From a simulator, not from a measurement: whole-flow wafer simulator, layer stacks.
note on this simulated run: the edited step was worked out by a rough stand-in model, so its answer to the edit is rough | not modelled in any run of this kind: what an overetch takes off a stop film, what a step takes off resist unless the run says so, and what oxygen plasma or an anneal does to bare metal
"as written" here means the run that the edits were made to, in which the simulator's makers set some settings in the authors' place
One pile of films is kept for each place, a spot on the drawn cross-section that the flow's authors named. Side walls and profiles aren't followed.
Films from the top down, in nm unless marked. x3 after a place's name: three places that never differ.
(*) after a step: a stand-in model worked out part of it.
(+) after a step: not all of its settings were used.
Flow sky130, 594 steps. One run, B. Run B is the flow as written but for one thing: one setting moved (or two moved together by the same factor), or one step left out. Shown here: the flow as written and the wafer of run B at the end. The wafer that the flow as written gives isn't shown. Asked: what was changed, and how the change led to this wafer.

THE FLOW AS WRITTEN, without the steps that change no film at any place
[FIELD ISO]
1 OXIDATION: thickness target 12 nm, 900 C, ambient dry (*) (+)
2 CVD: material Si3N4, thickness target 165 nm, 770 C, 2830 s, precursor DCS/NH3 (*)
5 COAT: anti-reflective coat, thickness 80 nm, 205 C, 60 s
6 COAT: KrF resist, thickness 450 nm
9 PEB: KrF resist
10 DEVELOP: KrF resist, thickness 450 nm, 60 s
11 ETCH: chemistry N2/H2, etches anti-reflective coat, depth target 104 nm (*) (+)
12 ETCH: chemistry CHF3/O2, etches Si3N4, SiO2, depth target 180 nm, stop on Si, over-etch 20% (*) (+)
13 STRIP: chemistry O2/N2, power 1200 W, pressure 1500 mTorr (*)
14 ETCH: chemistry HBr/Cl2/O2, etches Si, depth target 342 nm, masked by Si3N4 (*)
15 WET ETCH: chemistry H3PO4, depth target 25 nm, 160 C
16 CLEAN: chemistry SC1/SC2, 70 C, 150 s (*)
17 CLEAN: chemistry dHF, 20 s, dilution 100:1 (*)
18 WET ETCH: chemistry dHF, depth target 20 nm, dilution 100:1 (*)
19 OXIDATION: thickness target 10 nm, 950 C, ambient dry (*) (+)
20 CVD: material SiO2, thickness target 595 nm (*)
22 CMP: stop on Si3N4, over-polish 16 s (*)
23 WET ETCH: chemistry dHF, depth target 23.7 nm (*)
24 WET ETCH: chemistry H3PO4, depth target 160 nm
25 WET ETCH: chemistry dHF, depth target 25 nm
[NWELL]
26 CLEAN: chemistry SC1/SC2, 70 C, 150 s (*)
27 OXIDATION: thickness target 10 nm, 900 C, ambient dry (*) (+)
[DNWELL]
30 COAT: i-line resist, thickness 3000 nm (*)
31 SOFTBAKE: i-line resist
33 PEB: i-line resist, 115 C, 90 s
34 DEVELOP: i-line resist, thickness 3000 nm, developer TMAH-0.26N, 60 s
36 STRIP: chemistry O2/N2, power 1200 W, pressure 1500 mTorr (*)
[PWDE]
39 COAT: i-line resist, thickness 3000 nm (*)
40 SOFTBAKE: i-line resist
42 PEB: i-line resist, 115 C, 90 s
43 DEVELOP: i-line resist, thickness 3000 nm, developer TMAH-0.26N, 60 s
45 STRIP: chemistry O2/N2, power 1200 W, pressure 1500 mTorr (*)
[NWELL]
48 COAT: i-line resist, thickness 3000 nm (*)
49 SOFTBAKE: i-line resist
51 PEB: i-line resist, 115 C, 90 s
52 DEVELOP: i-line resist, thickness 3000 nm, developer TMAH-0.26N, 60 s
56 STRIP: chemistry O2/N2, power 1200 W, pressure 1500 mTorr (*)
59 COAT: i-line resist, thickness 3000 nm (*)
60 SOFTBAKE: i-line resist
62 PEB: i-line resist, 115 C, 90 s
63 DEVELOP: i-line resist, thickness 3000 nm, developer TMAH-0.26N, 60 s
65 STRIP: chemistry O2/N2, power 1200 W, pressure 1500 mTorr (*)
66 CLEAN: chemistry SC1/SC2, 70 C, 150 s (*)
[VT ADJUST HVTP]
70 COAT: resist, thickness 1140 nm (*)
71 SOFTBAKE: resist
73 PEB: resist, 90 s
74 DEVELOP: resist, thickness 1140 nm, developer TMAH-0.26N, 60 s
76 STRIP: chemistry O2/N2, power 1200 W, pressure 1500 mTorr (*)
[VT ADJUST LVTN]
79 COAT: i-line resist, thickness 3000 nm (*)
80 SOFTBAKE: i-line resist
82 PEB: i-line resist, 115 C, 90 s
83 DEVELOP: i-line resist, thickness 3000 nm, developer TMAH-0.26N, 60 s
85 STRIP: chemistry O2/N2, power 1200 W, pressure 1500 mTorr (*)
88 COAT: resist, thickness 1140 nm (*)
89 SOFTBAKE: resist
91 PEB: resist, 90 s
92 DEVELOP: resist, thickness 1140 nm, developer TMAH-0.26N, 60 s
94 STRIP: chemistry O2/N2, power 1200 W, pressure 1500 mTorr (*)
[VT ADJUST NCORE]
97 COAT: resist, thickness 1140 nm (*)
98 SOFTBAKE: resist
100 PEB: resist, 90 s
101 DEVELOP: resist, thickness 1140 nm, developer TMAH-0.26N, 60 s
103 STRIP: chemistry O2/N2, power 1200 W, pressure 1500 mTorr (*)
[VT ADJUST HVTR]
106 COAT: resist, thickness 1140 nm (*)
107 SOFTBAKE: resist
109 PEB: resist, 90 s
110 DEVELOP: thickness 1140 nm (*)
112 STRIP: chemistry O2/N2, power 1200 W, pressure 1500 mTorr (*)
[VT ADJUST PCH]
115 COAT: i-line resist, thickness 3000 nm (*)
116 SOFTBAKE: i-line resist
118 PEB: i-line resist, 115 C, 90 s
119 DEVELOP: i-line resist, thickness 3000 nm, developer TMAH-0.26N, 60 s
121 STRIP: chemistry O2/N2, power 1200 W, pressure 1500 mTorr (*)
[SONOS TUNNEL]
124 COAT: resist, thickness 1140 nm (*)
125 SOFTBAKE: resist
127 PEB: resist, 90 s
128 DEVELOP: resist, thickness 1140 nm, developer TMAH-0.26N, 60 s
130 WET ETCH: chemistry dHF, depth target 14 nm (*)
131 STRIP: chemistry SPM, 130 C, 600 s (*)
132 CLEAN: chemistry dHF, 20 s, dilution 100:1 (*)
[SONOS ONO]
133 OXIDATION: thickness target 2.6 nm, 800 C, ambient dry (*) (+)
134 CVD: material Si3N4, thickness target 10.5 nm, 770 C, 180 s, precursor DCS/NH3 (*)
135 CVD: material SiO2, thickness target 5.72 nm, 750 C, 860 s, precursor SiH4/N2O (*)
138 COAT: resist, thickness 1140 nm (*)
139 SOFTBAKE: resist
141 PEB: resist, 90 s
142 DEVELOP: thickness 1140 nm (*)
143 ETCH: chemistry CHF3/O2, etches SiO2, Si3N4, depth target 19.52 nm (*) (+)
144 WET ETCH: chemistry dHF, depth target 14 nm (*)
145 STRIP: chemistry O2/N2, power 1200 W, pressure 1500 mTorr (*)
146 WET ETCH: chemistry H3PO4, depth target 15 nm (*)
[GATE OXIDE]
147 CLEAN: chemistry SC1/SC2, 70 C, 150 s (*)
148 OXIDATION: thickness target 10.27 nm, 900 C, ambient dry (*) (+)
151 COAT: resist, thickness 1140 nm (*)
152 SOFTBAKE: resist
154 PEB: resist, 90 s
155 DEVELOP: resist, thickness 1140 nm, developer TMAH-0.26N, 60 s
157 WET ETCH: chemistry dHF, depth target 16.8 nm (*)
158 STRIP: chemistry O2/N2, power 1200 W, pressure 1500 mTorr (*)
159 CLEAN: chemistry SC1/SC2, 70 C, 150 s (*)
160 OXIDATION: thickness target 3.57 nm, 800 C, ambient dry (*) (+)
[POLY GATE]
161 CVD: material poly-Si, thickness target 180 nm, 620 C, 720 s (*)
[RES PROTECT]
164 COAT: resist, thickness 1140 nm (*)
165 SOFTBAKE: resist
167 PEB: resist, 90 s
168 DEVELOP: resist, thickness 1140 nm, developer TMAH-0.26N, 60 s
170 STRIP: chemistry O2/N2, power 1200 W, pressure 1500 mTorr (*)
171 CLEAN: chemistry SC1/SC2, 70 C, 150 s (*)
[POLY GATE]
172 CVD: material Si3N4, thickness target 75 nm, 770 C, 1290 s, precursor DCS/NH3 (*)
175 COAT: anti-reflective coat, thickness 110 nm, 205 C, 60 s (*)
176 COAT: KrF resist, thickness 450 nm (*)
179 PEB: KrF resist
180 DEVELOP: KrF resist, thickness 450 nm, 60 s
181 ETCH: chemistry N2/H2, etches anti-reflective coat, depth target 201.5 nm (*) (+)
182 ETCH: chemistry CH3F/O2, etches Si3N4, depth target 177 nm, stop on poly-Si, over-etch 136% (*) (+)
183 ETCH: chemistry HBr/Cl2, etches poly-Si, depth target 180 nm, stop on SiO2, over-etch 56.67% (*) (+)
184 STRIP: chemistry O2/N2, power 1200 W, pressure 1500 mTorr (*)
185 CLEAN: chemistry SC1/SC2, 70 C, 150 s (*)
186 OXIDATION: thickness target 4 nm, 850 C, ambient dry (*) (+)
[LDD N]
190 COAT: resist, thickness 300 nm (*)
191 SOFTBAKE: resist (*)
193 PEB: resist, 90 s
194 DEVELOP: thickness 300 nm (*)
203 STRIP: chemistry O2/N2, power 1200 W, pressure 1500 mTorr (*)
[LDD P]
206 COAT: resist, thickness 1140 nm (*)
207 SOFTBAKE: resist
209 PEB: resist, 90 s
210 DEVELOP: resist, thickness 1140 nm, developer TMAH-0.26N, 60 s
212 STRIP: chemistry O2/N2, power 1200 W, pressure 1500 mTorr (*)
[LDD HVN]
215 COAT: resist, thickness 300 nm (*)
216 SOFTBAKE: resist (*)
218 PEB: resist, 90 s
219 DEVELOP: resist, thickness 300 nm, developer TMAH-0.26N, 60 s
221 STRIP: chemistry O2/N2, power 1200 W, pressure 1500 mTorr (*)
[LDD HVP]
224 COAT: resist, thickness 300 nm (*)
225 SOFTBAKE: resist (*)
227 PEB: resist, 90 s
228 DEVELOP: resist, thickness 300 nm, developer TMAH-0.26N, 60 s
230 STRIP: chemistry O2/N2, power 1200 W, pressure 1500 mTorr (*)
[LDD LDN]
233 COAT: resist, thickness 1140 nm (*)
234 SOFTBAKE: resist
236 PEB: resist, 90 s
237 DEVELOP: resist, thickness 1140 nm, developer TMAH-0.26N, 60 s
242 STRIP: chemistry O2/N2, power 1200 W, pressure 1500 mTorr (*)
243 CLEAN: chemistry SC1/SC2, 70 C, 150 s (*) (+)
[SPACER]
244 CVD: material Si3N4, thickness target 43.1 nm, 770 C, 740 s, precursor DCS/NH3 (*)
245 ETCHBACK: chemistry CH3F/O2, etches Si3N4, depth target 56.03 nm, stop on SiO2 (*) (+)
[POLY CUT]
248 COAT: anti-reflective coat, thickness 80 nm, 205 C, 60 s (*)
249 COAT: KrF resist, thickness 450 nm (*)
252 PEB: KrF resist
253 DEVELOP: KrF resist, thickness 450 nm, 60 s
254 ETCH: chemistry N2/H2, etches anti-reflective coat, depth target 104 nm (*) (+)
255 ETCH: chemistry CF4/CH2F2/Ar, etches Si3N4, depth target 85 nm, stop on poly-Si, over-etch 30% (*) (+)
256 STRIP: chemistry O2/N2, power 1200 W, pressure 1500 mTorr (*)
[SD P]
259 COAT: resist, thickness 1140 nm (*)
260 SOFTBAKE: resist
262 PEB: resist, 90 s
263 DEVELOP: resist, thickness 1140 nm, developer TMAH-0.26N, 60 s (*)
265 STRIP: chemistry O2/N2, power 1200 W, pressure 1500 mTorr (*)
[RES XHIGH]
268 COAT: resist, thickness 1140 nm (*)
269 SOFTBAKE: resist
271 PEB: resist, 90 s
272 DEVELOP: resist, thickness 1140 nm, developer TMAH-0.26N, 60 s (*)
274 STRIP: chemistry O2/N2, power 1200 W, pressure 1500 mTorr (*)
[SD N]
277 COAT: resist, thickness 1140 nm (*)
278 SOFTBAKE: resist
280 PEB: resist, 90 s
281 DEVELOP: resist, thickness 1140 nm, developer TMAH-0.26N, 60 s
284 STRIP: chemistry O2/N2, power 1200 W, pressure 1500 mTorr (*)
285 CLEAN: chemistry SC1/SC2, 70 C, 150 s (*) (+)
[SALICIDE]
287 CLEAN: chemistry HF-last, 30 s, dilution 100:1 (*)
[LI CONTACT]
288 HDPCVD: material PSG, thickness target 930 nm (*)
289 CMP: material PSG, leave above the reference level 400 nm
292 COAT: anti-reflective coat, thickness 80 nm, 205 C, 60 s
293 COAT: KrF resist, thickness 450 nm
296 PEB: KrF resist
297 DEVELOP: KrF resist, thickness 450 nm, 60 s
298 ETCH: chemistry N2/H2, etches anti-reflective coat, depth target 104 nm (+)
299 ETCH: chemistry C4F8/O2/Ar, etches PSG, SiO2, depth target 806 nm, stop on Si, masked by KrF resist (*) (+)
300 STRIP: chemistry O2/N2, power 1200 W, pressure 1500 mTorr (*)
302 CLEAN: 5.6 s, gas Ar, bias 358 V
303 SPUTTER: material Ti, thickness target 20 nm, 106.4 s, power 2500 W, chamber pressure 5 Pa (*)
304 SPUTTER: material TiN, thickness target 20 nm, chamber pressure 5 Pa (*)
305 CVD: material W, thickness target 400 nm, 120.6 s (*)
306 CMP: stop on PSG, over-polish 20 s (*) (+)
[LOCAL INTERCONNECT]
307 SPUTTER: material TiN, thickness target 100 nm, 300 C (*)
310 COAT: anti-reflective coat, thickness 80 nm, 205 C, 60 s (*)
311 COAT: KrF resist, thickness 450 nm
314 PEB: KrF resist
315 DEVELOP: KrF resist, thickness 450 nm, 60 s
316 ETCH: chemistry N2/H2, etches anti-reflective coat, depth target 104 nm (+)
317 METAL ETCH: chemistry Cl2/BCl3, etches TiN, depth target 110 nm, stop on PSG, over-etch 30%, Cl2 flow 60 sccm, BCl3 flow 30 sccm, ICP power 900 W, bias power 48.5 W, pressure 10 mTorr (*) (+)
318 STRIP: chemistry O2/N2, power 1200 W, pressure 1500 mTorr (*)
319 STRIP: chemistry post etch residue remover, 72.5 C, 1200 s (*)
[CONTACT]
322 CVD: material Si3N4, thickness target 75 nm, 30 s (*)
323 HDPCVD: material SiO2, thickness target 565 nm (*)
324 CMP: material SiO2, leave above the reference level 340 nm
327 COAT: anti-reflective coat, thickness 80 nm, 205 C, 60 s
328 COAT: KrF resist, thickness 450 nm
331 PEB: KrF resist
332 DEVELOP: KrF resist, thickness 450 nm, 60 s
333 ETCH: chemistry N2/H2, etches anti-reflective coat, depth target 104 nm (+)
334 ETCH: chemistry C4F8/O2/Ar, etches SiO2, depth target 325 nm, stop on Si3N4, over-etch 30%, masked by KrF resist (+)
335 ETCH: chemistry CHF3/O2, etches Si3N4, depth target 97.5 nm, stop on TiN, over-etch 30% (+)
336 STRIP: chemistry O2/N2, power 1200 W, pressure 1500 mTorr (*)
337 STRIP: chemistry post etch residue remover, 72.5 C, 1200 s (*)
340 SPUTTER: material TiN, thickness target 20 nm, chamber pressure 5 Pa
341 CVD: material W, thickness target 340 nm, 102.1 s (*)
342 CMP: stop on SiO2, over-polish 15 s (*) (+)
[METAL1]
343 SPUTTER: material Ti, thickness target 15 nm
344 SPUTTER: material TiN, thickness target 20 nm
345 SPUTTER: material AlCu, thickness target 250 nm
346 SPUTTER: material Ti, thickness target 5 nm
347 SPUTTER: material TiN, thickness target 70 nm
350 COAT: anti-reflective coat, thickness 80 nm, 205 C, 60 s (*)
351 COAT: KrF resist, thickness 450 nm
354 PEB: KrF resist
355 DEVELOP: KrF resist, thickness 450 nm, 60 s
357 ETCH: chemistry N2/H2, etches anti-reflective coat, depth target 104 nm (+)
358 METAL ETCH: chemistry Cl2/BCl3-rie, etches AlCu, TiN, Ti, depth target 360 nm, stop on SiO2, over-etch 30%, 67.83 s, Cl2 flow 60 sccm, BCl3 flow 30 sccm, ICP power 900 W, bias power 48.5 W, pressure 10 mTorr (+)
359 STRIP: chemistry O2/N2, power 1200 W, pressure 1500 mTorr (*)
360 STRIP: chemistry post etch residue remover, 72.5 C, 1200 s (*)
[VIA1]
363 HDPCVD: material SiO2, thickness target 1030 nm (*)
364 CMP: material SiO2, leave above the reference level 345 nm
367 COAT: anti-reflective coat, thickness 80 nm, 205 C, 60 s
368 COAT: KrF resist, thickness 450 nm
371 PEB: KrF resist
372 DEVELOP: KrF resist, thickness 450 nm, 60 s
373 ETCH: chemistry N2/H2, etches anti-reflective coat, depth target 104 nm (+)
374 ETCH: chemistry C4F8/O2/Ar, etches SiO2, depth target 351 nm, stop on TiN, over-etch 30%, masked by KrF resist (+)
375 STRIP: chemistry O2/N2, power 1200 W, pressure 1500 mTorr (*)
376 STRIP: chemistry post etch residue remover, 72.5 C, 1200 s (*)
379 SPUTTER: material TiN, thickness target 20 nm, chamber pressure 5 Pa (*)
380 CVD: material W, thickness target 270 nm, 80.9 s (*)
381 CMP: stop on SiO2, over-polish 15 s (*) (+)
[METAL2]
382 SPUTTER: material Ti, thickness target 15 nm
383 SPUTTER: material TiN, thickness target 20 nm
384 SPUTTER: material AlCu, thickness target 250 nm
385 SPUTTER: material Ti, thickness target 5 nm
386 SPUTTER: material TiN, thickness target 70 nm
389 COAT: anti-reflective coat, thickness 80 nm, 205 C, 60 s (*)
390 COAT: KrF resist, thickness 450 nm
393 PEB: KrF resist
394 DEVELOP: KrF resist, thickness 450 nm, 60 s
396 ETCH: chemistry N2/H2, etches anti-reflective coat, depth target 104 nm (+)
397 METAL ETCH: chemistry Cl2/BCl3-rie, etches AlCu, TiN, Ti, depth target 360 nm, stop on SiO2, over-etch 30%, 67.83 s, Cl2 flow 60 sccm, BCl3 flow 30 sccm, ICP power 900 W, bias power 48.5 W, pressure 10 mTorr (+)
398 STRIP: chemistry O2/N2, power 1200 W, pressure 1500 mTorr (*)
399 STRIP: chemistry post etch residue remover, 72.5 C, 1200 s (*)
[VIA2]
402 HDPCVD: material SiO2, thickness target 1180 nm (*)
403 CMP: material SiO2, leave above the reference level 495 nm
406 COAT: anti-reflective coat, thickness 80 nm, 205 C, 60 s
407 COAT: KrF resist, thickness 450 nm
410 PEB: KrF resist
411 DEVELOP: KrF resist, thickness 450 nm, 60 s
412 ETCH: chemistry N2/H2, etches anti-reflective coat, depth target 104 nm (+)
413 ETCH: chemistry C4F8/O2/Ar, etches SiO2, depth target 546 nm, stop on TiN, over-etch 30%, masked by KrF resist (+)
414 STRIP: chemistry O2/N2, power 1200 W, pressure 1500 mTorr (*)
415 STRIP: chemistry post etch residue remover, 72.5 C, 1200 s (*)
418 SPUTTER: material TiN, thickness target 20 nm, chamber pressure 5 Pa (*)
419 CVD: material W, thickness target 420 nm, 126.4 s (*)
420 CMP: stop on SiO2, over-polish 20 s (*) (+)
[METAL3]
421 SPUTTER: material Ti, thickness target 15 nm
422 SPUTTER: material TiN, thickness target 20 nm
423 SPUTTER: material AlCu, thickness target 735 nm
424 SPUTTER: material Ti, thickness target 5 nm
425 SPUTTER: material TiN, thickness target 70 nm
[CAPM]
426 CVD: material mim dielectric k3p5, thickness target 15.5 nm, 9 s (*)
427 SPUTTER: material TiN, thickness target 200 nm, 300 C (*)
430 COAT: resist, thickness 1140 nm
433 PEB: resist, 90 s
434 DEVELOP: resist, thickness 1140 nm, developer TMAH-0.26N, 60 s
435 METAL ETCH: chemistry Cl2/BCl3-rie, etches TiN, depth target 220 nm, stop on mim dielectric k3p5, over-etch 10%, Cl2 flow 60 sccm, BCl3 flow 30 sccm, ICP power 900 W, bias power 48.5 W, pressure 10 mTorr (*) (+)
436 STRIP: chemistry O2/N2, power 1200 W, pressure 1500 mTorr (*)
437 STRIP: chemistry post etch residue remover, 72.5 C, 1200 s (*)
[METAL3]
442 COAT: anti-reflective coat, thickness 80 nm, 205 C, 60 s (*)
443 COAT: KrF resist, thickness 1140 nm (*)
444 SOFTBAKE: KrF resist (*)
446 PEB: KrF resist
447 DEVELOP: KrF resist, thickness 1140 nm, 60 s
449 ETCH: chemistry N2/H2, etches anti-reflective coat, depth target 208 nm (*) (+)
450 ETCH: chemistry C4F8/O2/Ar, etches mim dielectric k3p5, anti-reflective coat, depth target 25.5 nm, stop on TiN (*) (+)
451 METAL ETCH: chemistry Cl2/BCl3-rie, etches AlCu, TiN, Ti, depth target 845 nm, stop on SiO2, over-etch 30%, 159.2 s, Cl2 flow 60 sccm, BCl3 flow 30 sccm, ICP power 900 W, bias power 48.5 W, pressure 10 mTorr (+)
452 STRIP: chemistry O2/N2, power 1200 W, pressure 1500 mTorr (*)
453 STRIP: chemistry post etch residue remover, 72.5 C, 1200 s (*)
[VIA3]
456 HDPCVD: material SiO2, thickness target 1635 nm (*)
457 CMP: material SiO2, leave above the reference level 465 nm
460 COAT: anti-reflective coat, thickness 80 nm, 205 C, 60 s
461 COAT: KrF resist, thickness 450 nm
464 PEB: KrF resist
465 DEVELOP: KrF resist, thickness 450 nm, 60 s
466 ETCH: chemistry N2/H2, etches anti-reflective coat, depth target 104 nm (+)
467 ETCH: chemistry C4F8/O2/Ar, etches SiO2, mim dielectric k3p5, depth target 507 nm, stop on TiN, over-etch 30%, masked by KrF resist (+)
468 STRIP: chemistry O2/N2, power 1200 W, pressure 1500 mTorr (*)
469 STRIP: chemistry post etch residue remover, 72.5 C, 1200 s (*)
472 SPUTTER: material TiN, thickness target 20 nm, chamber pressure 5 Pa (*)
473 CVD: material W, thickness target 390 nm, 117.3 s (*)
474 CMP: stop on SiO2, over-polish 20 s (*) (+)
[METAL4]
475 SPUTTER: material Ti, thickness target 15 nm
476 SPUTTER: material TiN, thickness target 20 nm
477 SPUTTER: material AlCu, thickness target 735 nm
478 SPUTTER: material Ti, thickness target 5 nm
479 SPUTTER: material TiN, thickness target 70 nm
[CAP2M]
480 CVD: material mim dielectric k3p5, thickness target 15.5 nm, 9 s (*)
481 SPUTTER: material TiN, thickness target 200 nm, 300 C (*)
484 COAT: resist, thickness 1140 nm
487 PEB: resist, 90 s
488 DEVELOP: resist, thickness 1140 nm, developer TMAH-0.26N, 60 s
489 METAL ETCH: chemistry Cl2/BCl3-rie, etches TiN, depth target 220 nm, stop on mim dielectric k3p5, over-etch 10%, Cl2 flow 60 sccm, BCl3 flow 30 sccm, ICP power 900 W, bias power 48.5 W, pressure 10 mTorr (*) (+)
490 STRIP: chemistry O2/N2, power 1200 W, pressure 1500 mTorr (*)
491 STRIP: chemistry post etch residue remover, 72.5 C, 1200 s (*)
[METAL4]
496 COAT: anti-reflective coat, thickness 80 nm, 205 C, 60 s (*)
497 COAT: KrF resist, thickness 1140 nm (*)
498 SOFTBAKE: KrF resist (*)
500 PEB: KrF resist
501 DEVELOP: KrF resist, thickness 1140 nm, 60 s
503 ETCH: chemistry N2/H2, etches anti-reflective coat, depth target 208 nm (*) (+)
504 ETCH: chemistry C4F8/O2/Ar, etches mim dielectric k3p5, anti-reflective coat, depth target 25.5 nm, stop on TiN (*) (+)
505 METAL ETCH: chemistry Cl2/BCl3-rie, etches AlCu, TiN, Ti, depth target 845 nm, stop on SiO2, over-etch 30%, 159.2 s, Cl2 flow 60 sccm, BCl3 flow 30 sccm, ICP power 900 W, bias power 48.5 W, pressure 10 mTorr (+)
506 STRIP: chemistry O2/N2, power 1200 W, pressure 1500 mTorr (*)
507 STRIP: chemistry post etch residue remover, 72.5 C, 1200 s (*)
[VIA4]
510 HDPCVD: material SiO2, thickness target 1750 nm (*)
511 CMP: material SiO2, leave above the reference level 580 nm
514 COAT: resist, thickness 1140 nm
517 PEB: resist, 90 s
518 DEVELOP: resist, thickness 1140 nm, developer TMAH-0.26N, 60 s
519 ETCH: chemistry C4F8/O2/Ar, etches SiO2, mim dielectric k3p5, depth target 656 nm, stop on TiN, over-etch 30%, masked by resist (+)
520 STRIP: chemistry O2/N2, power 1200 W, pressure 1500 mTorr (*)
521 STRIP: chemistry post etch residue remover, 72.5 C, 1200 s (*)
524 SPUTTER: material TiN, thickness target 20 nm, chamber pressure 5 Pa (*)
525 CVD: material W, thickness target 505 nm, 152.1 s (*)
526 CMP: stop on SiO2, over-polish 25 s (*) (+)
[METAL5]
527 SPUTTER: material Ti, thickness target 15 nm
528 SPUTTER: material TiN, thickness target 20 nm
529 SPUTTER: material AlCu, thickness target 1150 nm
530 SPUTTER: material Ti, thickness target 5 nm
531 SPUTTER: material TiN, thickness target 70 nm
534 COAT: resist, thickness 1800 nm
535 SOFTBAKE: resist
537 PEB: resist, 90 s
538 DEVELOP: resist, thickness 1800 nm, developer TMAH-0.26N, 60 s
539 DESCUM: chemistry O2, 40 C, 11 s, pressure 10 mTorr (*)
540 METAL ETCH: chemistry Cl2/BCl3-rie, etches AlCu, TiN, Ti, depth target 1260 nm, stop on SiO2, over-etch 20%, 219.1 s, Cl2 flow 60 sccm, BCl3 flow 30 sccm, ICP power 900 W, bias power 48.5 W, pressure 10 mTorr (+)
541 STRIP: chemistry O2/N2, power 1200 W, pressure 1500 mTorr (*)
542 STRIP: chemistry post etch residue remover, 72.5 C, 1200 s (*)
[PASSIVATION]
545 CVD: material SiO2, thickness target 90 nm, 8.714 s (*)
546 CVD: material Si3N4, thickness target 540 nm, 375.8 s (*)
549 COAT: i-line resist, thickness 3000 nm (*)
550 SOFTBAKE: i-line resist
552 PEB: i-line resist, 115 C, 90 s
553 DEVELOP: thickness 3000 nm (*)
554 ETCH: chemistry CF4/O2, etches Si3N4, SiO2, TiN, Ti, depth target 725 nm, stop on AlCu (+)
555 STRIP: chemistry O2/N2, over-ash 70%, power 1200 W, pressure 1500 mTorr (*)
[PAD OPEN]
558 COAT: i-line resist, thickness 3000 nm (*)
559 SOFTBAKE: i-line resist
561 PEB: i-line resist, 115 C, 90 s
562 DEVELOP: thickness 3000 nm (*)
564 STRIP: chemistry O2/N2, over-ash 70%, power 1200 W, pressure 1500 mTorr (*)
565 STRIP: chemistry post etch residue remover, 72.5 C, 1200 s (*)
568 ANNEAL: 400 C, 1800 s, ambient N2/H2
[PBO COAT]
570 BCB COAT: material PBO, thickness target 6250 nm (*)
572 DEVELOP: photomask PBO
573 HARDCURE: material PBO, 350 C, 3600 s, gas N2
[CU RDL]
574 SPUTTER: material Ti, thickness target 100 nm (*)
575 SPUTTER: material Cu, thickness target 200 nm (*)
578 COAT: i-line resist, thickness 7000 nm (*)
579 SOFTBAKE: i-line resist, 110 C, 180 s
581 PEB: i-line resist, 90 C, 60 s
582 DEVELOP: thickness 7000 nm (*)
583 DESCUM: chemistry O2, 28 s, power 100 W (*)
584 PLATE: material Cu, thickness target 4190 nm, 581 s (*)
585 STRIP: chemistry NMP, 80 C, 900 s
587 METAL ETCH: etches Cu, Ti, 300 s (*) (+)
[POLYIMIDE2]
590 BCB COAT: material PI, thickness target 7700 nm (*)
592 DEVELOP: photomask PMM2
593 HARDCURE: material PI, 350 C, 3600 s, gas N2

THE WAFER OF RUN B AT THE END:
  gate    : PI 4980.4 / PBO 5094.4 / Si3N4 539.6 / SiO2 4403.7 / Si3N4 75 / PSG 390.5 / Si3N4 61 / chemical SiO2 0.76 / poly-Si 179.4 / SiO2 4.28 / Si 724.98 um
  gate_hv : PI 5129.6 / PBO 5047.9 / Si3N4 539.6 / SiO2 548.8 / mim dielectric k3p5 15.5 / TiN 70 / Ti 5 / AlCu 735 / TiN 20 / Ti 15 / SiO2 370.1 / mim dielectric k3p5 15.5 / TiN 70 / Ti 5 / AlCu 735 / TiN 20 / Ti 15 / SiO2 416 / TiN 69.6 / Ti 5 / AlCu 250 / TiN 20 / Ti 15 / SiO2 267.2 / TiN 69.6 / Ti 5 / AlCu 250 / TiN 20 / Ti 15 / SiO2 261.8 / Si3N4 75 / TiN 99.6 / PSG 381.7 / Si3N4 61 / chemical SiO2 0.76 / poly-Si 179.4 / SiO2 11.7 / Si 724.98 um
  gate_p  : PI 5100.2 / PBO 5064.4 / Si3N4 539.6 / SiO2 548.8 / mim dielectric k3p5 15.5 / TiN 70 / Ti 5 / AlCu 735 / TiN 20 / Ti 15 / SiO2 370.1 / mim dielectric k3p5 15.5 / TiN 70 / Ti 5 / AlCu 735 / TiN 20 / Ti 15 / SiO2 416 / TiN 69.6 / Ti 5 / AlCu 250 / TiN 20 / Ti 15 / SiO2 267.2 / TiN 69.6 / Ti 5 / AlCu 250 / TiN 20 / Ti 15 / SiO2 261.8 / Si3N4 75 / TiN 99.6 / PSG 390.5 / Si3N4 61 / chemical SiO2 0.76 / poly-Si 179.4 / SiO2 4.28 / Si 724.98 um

The cause: step 160, OXIDATION: thickness target 4.28 nm was run, where the flow has thickness target 3.57 nm.
It can be read off the wafer: gate has SiO2 4.28, and step 160 as written asks for 3.57 nm.

How the change led to this, step by step:
  160 OXIDATION: thickness target 3.57 nm, 800 C, ambient dry (*) (+)
      active, n_well, p_well and 58 more: SiO2 +4.28 (new film), chemical SiO2 -0.76 (all of it), Si -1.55 (as written it would be: SiO2 +3.57 (new film), chemical SiO2 -0.76 (all of it), Si -1.24)
      gate_hv, m1, pad and 37 more: SiO2 +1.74, Si -0.77 (as written it would be: SiO2 +1.07, Si -0.47)
  175 COAT: anti-reflective coat, thickness 110 nm, 205 C, 60 s (*)
      rpm_encl, rpm_encl_psd: anti-reflective coat +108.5 (new film) (as written it would be: anti-reflective coat +104.4 (new film))
  181 ETCH: chemistry N2/H2, etches anti-reflective coat, depth target 201.5 nm (*) (+)
      rpm_encl, rpm_encl_psd: anti-reflective coat -108.5 (all of it), Si3N4 -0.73 (as written it would be: anti-reflective coat -104.4 (all of it), Si3N4 -0.79)
  248 COAT: anti-reflective coat, thickness 80 nm, 205 C, 60 s (*)
      gate_p_g5v0: anti-reflective coat +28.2 (new film) (as written it would be: anti-reflective coat +27.6 (new film))
      poly_endcap_nw: anti-reflective coat +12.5 (new film) (as written it would be: anti-reflective coat +11.9 (new film))
  256 STRIP: chemistry O2/N2, power 1200 W, pressure 1500 mTorr (*)
      gate_p_g5v0: KrF resist -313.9 (all of it), anti-reflective coat -28.2 (all of it) (as written it would be: KrF resist -314.3 (all of it), anti-reflective coat -27.6 (all of it))
      poly_endcap_nw: KrF resist -291.6 (all of it), anti-reflective coat -12.5 (all of it) (as written it would be: KrF resist -291.9 (all of it), anti-reflective coat -11.9 (all of it))
  299 ETCH: chemistry C4F8/O2/Ar, etches PSG, SiO2, depth target 806 nm, stop on Si, masked by KrF resist (*) (+)
      contact, ndiff_licon, ndiff_licon_cpp: PSG -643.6 (all of it), SiO2 -1.74 (all of it) (as written it would be: PSG -643.6 (all of it), SiO2 -1.16 (all of it))
